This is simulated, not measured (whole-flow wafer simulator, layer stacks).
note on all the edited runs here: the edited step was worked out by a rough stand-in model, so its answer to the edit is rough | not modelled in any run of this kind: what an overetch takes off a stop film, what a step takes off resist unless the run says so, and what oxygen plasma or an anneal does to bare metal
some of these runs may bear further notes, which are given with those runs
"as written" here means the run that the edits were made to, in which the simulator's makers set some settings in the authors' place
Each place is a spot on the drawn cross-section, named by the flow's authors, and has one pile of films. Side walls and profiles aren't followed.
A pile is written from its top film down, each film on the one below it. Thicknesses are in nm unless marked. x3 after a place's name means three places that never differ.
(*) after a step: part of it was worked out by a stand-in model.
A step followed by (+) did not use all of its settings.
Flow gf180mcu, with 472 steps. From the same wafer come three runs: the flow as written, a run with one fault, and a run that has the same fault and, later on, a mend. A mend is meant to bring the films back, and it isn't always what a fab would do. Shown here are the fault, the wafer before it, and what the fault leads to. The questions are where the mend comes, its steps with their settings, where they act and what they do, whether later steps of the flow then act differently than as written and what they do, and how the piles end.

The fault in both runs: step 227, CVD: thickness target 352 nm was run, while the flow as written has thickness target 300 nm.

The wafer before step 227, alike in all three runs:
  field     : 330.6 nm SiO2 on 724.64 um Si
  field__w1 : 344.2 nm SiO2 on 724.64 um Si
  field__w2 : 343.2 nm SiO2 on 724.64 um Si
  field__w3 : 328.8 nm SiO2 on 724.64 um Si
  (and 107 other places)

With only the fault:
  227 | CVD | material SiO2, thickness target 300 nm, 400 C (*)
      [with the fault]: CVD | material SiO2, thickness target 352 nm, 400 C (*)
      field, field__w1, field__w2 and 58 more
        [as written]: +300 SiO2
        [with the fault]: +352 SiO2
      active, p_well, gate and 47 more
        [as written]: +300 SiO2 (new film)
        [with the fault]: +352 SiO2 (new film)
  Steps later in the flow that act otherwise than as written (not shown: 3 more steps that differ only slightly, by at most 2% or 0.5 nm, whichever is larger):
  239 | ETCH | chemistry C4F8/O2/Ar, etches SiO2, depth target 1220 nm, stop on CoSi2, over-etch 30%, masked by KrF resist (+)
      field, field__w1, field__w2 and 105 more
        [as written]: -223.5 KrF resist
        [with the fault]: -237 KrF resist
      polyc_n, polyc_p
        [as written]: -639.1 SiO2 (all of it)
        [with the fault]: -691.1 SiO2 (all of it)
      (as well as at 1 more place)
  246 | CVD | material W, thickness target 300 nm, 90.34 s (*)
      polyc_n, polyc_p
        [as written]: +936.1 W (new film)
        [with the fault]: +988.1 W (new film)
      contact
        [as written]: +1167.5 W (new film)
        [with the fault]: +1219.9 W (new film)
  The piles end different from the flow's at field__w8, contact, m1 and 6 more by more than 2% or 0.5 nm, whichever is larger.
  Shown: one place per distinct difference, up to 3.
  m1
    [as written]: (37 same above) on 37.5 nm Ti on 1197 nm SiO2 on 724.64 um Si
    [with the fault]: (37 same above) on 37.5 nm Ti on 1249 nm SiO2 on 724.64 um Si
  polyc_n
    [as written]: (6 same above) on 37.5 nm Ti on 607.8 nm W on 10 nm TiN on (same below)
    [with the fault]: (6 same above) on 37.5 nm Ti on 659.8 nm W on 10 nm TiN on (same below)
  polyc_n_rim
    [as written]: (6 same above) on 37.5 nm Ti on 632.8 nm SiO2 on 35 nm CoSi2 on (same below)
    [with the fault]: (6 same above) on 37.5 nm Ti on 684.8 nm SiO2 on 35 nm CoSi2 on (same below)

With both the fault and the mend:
  The mend follows step 227.
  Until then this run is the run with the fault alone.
  227a | WET ETCH | chemistry dHF, depth target 52 nm, 25 C, dilution 100:1 (*) (the flow's step 17 again, with other settings)
      field, field__w1, field__w2 and 108 more
        -52 SiO2
  Later steps of the flow that are run all act as written at every place that is followed.
  At every place that both follow, the piles at the end match the flow's.
